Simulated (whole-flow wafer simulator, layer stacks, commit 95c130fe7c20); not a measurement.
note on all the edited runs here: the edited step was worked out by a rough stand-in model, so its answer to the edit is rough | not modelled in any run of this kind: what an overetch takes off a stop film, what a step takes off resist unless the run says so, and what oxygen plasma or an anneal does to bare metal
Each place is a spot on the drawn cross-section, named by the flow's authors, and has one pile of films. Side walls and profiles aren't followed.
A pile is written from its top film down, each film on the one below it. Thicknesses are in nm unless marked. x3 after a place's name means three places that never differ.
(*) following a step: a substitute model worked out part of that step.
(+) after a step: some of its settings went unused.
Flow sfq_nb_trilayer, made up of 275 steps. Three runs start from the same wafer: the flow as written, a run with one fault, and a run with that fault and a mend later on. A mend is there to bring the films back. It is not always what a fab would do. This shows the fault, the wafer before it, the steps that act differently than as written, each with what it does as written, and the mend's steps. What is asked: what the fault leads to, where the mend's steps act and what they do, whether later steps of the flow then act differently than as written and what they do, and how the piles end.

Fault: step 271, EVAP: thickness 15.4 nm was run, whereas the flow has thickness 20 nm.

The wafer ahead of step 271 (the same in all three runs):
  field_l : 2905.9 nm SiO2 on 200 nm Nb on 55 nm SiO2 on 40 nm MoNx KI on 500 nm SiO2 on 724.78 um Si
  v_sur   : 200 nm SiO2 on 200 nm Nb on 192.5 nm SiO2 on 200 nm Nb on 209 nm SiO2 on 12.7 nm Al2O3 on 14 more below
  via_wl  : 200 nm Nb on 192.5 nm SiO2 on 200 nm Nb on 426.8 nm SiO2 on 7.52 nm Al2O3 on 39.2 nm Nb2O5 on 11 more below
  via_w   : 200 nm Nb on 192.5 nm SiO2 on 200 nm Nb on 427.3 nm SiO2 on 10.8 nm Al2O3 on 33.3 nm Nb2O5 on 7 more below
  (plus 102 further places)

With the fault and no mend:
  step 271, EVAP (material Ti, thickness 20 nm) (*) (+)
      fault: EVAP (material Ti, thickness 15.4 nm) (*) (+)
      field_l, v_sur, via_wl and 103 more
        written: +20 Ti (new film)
        fault: +15.4 Ti (new film)
  Later steps of the flow acting differently than as written:
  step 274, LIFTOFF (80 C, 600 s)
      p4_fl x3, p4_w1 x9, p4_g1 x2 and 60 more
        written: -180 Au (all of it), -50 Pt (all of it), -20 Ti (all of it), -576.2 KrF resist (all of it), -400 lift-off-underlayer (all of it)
        fault: -180 Au (all of it), -50 Pt (all of it), -15.4 Ti (all of it), -576.2 KrF resist (all of it), -400 lift-off-underlayer (all of it)
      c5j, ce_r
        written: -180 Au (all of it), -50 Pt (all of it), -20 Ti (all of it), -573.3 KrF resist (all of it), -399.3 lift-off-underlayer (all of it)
        fault: -180 Au (all of it), -50 Pt (all of it), -15.4 Ti (all of it), -573.3 KrF resist (all of it), -399.3 lift-off-underlayer (all of it)
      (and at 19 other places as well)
  By the end, the piles at field_l, v_sur, via_wl and 8 more depart from the flow's by more than 2% or 0.5 nm, whichever is larger.
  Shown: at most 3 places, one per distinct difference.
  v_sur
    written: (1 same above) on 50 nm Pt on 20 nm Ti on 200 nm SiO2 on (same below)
    fault: (1 same above) on 50 nm Pt on 15.4 nm Ti on 200 nm SiO2 on (same below)
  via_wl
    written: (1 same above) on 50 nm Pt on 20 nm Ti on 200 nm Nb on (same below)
    fault: (1 same above) on 50 nm Pt on 15.4 nm Ti on 200 nm Nb on (same below)
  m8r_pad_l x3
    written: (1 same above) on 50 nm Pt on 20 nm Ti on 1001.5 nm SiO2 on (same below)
    fault: (1 same above) on 50 nm Pt on 15.4 nm Ti on 1001.5 nm SiO2 on (same below)

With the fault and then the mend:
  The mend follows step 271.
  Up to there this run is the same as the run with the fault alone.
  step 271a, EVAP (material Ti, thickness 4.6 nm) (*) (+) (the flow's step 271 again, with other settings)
      field_l, v_sur, via_wl and 103 more
        +4.6 Ti
  Later steps of the flow that are run all act as written at every place that is followed.
  By the end, the piles equal the flow's at every place that both follow.
